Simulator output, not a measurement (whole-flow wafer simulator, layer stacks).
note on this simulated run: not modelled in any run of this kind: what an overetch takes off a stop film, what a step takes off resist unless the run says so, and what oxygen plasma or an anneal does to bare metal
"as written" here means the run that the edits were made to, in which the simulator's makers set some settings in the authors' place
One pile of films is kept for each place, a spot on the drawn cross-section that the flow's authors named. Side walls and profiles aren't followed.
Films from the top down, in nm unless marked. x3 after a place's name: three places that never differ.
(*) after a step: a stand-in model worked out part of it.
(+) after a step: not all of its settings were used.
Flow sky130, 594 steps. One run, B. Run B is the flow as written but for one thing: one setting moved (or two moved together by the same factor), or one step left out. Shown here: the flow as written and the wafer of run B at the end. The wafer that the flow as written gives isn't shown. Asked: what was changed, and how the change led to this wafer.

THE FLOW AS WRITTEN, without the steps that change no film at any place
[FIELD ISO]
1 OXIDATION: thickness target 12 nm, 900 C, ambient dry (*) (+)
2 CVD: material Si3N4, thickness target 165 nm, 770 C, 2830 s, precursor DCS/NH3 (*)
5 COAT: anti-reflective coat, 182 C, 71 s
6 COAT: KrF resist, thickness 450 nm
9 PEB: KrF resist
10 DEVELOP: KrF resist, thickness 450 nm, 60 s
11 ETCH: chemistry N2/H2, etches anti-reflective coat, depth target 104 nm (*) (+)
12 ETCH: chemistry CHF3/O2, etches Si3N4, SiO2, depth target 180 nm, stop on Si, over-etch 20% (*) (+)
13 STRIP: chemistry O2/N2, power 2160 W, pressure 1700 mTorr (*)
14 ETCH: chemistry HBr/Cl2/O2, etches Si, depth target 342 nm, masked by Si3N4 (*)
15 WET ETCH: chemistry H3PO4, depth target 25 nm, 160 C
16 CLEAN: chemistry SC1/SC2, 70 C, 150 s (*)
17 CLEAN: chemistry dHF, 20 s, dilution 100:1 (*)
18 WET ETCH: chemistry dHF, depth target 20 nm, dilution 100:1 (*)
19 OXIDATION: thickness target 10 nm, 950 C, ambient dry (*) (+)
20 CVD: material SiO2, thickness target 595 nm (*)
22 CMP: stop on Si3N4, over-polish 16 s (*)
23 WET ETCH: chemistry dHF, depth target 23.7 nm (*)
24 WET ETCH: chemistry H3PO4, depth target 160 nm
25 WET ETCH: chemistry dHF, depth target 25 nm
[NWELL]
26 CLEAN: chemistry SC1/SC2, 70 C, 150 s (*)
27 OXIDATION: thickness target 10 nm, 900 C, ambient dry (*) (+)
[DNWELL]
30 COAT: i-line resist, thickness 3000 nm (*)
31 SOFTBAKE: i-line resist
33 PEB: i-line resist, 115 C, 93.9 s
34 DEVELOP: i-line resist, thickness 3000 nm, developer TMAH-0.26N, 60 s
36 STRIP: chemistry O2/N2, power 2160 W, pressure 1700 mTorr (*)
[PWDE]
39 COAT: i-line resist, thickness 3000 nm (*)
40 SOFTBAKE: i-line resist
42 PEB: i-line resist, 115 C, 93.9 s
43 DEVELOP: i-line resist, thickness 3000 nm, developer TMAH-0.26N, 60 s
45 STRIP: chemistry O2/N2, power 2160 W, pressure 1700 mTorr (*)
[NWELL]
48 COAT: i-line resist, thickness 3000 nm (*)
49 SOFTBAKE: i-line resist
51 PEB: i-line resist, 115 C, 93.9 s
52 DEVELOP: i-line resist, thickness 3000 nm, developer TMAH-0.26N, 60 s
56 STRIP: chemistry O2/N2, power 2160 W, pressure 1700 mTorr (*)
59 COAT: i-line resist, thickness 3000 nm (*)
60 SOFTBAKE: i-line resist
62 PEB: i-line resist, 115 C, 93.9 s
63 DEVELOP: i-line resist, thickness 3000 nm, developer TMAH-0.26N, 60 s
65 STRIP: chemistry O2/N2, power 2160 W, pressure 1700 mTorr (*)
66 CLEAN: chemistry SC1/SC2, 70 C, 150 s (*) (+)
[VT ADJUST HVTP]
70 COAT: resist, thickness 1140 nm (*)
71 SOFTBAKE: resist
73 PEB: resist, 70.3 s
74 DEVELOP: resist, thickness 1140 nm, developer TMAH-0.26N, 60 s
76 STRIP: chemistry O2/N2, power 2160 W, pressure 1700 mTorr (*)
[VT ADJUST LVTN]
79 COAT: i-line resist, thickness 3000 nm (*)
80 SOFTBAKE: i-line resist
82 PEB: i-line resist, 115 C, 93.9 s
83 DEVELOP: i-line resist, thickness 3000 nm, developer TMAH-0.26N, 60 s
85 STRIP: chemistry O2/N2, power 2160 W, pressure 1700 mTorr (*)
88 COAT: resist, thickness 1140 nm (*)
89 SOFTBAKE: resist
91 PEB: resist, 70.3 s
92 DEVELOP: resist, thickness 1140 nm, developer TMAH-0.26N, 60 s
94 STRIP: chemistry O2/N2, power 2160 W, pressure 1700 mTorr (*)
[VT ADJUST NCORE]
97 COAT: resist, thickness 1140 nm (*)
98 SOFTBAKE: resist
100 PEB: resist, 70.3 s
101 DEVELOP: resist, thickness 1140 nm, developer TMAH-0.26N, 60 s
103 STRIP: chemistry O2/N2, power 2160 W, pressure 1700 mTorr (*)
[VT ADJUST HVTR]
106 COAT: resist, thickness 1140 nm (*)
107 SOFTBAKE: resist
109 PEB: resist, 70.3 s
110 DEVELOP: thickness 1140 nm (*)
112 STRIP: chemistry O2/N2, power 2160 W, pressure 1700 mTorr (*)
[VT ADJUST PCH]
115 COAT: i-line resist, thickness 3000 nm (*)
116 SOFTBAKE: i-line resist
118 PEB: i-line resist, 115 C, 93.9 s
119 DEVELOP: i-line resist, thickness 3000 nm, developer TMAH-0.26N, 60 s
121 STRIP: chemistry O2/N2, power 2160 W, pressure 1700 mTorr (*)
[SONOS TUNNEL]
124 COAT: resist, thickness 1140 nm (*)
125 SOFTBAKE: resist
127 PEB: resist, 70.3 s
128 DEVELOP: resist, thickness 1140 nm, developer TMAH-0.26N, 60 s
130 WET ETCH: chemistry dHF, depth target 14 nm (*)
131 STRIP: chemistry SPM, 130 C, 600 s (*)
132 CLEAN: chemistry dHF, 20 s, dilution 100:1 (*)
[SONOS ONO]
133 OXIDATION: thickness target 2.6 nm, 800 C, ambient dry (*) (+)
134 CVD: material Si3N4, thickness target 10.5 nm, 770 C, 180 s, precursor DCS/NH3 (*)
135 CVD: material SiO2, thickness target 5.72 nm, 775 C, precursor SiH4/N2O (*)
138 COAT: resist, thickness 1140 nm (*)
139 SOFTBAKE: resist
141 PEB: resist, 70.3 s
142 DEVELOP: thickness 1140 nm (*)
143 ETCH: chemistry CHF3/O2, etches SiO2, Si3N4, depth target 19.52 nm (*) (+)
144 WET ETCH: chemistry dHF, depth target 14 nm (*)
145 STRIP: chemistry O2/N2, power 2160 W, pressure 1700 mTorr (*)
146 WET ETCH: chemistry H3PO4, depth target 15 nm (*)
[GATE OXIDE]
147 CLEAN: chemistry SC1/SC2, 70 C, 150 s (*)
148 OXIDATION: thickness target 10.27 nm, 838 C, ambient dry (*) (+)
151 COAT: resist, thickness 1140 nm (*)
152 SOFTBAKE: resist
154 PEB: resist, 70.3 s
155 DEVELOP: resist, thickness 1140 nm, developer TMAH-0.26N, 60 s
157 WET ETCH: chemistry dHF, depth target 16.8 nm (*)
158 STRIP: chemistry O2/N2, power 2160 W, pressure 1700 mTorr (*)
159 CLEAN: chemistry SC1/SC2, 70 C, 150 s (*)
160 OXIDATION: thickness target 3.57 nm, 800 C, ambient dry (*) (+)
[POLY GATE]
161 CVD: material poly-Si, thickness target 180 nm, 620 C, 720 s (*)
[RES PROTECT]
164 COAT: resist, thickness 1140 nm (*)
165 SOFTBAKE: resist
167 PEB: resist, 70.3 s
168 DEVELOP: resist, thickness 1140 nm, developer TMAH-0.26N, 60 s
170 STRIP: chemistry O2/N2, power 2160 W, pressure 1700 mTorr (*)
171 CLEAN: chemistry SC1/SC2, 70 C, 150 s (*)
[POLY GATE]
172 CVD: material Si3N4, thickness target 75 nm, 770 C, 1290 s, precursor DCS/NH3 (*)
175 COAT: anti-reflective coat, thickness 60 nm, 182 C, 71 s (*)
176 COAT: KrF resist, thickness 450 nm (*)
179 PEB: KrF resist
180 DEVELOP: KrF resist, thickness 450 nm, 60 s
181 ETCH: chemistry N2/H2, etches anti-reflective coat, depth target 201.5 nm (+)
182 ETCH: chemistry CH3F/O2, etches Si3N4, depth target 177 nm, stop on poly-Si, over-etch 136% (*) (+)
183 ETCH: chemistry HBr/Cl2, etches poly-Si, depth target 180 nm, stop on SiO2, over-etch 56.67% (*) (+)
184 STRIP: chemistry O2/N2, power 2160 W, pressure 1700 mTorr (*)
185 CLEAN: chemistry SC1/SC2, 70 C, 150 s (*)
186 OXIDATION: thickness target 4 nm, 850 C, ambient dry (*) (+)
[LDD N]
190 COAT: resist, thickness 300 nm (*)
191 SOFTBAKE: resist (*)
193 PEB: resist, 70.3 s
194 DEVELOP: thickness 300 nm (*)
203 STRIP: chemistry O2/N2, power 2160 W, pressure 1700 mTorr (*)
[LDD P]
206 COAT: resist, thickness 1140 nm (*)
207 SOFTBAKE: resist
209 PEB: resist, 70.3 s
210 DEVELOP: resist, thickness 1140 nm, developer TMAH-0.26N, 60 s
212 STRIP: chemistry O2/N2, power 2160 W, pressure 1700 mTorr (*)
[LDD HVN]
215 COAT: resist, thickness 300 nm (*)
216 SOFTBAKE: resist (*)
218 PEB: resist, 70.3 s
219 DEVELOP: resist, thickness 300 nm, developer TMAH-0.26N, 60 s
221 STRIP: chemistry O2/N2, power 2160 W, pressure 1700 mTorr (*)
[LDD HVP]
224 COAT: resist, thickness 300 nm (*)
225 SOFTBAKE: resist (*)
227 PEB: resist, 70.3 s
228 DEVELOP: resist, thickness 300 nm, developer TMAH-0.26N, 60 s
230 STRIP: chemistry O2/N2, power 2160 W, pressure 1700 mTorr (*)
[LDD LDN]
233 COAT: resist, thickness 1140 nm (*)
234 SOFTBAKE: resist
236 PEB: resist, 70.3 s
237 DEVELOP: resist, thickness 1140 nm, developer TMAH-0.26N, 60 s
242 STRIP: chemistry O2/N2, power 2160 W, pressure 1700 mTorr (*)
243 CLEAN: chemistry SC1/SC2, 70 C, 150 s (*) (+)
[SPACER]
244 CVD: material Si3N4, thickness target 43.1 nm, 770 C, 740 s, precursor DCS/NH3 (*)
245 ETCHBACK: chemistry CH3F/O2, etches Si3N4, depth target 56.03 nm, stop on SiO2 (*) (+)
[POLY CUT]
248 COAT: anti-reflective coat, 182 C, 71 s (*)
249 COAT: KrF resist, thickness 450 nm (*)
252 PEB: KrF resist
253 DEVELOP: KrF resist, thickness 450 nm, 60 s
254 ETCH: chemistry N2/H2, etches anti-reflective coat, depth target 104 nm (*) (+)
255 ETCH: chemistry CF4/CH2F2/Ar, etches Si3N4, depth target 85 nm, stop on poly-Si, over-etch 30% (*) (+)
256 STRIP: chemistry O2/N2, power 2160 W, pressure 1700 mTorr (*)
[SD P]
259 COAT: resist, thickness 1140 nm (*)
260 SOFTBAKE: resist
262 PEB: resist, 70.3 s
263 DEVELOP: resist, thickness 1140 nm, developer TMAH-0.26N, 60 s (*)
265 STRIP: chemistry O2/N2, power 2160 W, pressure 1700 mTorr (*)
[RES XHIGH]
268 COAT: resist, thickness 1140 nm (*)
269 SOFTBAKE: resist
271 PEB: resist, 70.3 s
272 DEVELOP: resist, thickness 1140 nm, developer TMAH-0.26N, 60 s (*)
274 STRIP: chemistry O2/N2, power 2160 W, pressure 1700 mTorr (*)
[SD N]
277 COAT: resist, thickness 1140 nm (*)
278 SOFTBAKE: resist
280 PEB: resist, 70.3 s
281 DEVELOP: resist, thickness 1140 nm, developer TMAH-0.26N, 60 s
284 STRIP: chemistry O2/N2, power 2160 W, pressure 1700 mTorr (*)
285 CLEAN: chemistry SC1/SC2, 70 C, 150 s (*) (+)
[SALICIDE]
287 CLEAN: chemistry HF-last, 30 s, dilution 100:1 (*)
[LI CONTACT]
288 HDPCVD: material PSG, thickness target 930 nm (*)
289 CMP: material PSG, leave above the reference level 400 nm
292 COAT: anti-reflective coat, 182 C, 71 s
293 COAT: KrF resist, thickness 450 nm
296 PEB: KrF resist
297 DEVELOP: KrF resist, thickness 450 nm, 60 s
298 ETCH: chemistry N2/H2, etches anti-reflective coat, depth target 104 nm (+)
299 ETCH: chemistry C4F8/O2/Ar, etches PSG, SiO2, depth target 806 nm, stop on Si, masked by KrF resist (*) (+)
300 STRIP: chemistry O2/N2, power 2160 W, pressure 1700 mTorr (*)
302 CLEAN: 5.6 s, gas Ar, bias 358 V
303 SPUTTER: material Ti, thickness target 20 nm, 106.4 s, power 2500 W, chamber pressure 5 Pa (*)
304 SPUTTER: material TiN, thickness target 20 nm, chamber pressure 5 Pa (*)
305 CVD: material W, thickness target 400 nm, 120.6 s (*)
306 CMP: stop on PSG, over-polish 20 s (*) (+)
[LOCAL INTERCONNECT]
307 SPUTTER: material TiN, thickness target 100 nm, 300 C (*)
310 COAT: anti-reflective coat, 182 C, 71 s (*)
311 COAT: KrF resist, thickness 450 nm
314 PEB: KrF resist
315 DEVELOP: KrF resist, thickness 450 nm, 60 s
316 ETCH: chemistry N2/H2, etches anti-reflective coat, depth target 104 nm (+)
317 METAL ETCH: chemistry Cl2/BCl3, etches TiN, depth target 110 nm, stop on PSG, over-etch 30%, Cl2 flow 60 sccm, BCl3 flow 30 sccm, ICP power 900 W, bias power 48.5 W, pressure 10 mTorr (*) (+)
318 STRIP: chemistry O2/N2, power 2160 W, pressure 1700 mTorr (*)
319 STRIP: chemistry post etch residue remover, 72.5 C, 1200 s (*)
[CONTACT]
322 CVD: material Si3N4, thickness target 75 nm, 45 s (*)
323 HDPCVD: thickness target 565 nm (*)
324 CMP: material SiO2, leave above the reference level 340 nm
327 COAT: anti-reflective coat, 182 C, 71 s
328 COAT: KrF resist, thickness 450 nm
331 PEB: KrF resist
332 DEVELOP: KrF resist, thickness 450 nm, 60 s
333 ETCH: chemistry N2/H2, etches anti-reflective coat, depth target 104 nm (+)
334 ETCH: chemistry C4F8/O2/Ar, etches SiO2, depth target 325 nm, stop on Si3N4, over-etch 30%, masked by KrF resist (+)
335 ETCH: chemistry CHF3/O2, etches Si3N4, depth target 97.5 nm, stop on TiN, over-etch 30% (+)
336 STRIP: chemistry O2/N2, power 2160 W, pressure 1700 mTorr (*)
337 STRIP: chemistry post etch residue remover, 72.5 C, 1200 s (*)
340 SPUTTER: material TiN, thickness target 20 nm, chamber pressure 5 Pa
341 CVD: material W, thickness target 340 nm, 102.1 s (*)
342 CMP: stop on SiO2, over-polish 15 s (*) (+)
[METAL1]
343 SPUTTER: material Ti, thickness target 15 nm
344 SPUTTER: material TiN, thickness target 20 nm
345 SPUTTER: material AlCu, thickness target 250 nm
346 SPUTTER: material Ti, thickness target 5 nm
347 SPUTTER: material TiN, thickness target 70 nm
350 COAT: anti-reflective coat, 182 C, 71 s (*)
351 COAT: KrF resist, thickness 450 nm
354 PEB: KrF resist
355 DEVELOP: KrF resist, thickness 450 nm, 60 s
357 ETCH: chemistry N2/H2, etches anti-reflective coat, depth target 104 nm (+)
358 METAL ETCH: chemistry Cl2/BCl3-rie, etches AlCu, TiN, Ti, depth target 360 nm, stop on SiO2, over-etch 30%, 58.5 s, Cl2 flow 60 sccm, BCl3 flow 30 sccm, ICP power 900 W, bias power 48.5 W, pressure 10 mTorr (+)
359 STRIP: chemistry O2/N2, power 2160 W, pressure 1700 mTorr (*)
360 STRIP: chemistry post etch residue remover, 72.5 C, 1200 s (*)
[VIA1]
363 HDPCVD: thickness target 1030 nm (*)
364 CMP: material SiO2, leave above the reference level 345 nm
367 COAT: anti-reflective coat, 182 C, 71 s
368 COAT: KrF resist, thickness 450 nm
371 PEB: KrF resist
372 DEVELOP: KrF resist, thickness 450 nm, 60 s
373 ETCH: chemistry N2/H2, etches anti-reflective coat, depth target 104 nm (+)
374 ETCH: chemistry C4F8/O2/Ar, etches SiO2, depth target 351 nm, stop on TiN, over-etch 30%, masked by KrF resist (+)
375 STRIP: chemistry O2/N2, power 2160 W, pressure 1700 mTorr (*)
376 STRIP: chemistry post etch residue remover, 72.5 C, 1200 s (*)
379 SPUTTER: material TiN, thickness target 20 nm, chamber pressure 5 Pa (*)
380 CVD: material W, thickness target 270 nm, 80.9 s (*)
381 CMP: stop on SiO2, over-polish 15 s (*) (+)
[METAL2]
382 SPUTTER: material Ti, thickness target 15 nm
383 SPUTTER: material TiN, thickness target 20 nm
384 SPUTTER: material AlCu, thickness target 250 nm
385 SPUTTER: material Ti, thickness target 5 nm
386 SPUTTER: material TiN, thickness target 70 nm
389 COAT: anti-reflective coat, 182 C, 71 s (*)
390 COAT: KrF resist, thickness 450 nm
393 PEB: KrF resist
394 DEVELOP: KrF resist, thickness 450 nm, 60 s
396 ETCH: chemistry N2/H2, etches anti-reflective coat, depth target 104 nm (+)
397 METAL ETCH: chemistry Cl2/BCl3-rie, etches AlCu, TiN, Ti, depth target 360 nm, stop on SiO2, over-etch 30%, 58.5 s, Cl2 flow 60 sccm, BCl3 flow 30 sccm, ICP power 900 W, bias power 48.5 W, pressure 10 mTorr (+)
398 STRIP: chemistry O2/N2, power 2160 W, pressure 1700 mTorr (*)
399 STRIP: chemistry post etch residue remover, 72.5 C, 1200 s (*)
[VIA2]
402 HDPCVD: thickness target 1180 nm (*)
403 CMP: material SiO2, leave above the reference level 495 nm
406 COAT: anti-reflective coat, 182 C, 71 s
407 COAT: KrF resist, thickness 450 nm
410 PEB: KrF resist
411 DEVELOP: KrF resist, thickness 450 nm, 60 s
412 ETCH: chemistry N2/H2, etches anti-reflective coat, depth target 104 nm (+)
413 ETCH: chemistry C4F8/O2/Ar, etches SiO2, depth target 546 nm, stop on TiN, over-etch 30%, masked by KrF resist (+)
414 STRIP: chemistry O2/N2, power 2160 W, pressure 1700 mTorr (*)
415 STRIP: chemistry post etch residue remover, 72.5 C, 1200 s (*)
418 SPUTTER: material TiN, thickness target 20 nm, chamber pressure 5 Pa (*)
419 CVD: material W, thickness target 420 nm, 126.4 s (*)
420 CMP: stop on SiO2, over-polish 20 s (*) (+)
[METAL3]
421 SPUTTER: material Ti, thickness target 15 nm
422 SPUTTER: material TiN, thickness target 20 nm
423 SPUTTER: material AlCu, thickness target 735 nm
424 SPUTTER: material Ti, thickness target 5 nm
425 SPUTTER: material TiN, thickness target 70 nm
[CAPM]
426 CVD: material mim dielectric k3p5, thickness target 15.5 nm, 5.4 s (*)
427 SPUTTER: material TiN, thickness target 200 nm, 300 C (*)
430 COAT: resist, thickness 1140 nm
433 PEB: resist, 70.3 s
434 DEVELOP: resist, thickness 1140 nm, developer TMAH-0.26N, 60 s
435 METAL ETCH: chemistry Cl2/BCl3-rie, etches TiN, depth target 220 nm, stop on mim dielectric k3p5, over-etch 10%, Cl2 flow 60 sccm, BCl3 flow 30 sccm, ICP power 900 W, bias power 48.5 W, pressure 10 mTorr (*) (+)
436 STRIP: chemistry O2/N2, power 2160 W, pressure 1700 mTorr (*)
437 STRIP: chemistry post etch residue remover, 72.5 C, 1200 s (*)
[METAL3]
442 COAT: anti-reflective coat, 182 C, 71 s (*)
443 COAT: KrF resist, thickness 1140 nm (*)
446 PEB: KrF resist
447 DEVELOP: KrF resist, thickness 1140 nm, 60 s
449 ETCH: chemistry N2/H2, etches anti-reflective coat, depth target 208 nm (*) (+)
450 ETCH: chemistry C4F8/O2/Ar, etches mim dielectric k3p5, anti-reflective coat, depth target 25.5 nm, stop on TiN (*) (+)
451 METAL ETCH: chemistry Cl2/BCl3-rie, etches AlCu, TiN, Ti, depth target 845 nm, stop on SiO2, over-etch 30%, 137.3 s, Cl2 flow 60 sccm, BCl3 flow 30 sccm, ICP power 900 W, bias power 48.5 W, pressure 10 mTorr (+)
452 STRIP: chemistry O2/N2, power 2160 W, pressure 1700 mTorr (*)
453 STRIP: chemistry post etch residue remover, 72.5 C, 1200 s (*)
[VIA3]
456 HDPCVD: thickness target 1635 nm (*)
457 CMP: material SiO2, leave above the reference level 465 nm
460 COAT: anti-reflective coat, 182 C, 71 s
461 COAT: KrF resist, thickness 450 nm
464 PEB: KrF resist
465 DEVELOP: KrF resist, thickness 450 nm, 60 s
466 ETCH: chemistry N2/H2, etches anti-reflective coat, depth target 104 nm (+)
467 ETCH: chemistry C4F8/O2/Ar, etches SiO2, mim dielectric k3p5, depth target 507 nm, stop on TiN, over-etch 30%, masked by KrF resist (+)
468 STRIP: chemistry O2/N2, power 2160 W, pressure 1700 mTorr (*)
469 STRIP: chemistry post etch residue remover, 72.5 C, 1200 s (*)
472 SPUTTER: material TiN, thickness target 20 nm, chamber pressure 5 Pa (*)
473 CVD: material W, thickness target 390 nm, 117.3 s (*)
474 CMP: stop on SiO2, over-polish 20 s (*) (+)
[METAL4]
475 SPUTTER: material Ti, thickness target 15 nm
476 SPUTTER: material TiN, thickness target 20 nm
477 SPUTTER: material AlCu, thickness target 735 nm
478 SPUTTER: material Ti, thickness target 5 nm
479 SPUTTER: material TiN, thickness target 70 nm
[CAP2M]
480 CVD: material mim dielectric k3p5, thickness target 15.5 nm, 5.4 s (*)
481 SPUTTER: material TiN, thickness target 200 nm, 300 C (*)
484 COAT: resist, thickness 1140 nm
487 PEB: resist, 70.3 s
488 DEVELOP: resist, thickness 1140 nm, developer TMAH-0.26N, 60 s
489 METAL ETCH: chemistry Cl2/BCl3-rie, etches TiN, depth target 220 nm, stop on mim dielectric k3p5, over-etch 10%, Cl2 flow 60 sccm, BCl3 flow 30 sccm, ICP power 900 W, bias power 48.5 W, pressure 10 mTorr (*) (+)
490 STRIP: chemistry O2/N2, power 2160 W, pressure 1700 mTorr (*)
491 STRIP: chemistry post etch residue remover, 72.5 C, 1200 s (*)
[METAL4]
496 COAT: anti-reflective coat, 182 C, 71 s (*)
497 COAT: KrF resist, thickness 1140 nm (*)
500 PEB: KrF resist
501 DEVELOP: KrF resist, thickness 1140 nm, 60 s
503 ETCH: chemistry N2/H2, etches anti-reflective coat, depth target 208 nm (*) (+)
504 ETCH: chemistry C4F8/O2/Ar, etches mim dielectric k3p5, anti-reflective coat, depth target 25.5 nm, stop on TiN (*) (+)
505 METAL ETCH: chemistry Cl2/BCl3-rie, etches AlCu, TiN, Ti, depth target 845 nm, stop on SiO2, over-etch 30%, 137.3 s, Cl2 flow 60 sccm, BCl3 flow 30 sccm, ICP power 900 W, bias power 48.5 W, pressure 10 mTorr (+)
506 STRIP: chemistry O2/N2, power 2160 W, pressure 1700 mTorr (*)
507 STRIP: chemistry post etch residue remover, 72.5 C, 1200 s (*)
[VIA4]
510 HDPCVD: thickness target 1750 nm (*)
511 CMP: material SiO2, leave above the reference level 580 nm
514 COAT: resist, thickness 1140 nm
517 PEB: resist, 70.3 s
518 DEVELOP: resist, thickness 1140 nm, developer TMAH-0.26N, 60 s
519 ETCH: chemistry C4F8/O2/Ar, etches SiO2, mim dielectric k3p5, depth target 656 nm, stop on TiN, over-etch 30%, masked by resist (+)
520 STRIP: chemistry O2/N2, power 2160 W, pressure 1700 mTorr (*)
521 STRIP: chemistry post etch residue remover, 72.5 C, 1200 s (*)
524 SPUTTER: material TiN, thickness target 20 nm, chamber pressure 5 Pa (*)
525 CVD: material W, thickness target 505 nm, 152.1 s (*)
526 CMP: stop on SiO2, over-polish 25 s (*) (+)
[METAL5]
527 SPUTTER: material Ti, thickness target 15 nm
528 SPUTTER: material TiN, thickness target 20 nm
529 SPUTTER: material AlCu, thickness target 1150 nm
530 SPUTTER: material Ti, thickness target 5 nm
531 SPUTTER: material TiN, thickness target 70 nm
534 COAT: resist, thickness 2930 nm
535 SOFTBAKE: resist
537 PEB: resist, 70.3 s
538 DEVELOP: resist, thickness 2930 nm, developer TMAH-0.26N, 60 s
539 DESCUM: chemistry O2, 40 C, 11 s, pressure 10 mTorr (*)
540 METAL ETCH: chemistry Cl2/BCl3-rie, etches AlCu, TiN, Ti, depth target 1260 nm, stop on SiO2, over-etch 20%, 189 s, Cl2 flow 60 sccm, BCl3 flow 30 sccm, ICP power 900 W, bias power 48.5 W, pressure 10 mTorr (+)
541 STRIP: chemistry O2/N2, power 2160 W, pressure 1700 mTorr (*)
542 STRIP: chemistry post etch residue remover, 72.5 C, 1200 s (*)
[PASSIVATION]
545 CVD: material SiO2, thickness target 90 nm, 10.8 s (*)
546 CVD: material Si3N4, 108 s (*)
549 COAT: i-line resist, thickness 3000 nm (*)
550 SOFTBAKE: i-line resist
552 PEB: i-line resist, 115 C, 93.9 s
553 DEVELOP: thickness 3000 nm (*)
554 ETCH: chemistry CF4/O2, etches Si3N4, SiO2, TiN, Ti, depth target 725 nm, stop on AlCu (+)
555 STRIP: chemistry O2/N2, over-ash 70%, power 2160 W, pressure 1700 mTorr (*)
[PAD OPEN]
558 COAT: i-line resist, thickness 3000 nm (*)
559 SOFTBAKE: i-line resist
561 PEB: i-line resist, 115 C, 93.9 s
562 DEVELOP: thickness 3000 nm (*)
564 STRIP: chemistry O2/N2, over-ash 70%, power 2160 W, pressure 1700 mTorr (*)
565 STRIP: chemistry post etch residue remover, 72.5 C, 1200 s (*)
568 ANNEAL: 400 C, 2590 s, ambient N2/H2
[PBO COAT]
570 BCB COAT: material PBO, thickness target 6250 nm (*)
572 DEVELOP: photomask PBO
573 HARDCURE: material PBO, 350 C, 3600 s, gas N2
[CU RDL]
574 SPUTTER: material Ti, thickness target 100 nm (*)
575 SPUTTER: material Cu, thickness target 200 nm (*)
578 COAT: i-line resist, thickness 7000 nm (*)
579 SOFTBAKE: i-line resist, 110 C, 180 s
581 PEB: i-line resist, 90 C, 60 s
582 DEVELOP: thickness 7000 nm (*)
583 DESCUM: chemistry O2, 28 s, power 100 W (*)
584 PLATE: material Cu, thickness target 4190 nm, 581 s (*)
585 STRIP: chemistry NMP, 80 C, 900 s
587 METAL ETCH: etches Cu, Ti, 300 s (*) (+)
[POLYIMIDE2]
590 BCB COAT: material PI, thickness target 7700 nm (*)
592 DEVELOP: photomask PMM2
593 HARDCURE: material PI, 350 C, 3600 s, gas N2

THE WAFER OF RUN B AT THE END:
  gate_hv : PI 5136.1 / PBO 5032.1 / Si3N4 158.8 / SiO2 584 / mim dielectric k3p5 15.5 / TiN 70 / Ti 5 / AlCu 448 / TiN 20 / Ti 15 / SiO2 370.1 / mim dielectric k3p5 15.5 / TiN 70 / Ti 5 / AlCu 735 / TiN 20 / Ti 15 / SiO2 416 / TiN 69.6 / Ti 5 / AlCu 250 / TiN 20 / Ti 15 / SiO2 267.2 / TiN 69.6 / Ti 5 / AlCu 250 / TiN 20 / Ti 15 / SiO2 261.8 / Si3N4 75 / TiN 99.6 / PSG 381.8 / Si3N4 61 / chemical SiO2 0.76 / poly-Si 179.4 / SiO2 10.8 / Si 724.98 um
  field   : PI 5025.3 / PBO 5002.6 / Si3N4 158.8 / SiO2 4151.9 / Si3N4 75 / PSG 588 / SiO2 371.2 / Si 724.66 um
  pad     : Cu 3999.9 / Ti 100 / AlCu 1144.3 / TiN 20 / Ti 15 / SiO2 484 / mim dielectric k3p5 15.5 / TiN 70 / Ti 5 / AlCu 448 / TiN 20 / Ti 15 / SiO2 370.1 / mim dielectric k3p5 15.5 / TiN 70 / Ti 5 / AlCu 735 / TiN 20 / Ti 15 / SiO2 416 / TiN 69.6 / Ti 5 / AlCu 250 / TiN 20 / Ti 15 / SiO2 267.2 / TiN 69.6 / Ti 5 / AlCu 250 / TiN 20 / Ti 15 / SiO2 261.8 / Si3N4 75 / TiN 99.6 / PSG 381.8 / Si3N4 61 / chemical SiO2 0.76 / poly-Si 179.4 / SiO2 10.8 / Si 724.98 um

The cause: step 477, SPUTTER: thickness target 448 nm was run, where the flow has thickness target 735 nm.
It can be read off the wafer: gate_hv has AlCu 448, and step 477 as written asks for 735 nm.

How the change led to this, step by step:
  477 SPUTTER: material AlCu, thickness target 735 nm
      field, active, n_well and 189 more: AlCu +448 (new film) (as written it would be: AlCu +735 (new film))
  505 METAL ETCH: chemistry Cl2/BCl3-rie, etches AlCu, TiN, Ti, depth target 845 nm, stop on SiO2, over-etch 30%, 137.3 s, Cl2 flow 60 sccm, BCl3 flow 30 sccm, ICP power 900 W, bias power 48.5 W, pressure 10 mTorr (+)
      field, gate, spacer and 68 more: TiN -70 (all of it), Ti -5 (all of it), AlCu -448 (all of it), TiN -20 (all of it), Ti -15 (all of it), SiO2 -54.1 (as written it would be: TiN -70 (all of it), Ti -5 (all of it), AlCu -735 (all of it), TiN -20 (all of it), Ti -15 (all of it), SiO2 -25.4)
      active, vpp_iso1, mim_edge_plate and 13 more: TiN -70 (all of it), Ti -5 (all of it), AlCu -448 (all of it), TiN -20 (all of it), Ti -15 (all of it), SiO2 -54.1 (as written it would be: TiN -70 (all of it), Ti -5 (all of it), AlCu -735 (all of it), TiN -20 (all of it), Ti -15 (all of it), SiO2 -25.3)
      (and at 1 more place)
  511 CMP: material SiO2, leave above the reference level 580 nm
      field, gate, spacer and 61 more: SiO2 -632.9 (as written it would be: SiO2 -374.7)
      active, vpp_ln, vpp_iso2 and 13 more: SiO2 -633 (as written it would be: SiO2 -374.7)
      (and at 8 more places)
